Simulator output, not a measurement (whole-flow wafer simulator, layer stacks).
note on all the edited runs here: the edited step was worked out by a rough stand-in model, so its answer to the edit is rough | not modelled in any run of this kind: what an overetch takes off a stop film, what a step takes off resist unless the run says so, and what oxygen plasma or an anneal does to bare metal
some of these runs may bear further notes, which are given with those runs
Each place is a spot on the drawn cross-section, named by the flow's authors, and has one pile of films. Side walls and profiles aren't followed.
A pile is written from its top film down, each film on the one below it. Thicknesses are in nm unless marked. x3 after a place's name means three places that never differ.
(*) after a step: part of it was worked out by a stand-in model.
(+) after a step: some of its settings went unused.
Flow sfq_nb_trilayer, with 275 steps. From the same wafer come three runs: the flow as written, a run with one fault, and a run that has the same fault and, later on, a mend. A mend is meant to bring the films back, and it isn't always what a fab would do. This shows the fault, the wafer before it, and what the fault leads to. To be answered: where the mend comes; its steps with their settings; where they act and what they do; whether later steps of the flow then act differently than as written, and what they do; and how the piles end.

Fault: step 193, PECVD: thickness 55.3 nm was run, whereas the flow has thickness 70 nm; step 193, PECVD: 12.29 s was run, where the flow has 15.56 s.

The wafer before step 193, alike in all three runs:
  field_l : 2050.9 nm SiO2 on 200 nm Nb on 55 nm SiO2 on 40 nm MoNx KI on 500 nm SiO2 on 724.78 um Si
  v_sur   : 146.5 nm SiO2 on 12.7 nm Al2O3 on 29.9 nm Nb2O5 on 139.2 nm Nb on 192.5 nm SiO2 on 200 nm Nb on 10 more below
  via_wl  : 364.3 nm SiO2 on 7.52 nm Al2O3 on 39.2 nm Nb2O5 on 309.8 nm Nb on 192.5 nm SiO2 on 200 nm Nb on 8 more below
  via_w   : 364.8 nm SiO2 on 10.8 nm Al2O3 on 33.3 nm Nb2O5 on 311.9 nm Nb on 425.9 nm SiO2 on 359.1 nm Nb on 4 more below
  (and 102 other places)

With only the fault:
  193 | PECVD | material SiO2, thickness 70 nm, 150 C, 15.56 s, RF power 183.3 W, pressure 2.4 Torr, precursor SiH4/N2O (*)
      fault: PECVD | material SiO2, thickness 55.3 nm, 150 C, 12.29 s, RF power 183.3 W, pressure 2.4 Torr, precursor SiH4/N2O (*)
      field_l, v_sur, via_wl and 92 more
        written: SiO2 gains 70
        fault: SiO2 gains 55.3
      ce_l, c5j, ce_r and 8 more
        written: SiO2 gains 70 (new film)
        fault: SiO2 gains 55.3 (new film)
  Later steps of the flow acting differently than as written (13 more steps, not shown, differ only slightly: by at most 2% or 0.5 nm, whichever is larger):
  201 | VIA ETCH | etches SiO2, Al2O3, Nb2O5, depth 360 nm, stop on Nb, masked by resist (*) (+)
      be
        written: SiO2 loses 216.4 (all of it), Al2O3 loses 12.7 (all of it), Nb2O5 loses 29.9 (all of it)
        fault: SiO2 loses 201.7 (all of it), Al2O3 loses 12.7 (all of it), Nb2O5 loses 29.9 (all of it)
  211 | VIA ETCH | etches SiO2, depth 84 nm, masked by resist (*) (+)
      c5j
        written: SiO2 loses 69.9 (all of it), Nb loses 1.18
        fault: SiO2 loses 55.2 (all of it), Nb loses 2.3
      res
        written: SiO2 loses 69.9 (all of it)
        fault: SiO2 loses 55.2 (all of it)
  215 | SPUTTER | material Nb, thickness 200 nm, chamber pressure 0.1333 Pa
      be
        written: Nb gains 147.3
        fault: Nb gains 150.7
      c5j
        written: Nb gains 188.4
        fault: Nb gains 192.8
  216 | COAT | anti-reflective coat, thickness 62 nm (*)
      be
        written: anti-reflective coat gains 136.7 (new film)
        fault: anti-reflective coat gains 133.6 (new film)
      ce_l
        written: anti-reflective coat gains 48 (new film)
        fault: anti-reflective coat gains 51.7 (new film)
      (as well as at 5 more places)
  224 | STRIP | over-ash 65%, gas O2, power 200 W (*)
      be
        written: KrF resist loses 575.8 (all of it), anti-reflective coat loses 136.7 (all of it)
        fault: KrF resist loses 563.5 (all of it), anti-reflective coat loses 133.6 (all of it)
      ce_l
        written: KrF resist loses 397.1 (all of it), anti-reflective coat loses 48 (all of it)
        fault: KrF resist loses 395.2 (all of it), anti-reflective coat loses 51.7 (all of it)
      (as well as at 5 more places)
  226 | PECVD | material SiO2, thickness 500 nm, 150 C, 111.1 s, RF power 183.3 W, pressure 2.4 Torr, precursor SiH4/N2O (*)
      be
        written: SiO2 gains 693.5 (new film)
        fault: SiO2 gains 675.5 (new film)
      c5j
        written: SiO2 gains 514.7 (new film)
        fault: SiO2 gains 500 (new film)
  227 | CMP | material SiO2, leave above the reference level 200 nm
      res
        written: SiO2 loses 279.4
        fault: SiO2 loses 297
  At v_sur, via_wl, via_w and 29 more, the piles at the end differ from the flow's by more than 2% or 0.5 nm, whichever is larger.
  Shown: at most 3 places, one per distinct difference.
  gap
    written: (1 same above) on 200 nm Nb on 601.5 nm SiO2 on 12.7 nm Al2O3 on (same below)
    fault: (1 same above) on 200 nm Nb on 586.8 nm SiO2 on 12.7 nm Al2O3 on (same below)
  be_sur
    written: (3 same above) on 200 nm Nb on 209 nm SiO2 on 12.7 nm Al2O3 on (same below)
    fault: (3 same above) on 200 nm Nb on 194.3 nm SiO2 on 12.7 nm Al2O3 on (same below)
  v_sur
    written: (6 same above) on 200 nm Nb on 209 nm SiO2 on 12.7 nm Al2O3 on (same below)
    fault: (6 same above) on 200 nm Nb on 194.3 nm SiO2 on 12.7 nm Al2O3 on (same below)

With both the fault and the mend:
  The mend stands after step 199.
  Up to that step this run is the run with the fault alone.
  199a | STRIP | over-ash 65%, gas O2, power 200 W (*)
      p4_fl x3, p4_w1 x9, p4_g1 x2 and 33 more
        KrF resist loses 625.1 (all of it), anti-reflective coat loses 62 (all of it)
      wl_b_m5, wl_b_sr, wl_c_sl and 12 more
        KrF resist loses 625 (all of it), anti-reflective coat loses 62 (all of it)
      v_sur, via_wl, via_w
        KrF resist loses 625.7 (all of it), anti-reflective coat loses 62.2 (all of it)
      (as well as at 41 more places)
  199b | PECVD | material SiO2, thickness 14.7 nm, 150 C, 3.267 s, RF power 183.3 W, pressure 2.4 Torr, precursor SiH4/N2O (*) (a further turn of the flow's step 193, with different settings)
      field_l, v_sur, via_wl and 103 more
        SiO2 gains 14.7
  199c | COAT | anti-reflective coat, thickness 62 nm (*) (a further turn of the flow's step 194)
      p4_fl x3, p4_w1 x9, p4_g1 x2 and 50 more
        anti-reflective coat gains 62 (new film)
      via_wr, via_sp, via_v, wire, lsp_r, l0_sur, l0v
        anti-reflective coat gains 62.3 (new film)
      be, be_sur, gap, lsp_m, ln_m6
        anti-reflective coat gains 62.4 (new film)
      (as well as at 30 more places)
  199d | COAT | KrF resist, thickness 650 nm (*) (a further turn of the flow's step 195)
      p4_fl x3, p4_w1 x9, p4_g1 x2 and 33 more
        KrF resist gains 650 (new film)
      wl_b_m5, wl_b_sr, wl_c_sl and 12 more
        KrF resist gains 649.9 (new film)
      v_sur, via_wl, via_w
        KrF resist gains 650.6 (new film)
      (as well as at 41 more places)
  199e | SOFTBAKE | KrF resist (a further turn of the flow's step 196)
      leaves every film unchanged at each place that is followed
  199f | EXPOSE | photomask I5, dose 12.41 mJ/cm2, NA 0.6, wavelength 248 nm (*) (a further turn of the flow's step 197)
      leaves every film unchanged at each place that is followed
  199g | PEB | KrF resist, 90 s (a further turn of the flow's step 198)
      field_l, v_sur, via_wl and 87 more
        KrF resist loses 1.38
      jj_sur, ce_l, sp_r, moat, field_r, wl_jj
        KrF resist loses 1.39
      be_r, r_sur, res, r_end
        KrF resist loses 1.33
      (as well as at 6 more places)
  199h | DEVELOP | KrF resist, thickness 650 nm, 60 s (a further turn of the flow's step 199)
      field_l, v_sur, via_wl and 102 more
        KrF resist loses 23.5
      be
        KrF resist loses 649.8 (all of it)
  Every later step of the flow that is run acts as written, at every place that is followed, to within 2% or 0.5 nm, whichever is larger.
  The piles end the same as the flow's at every place that both follow.
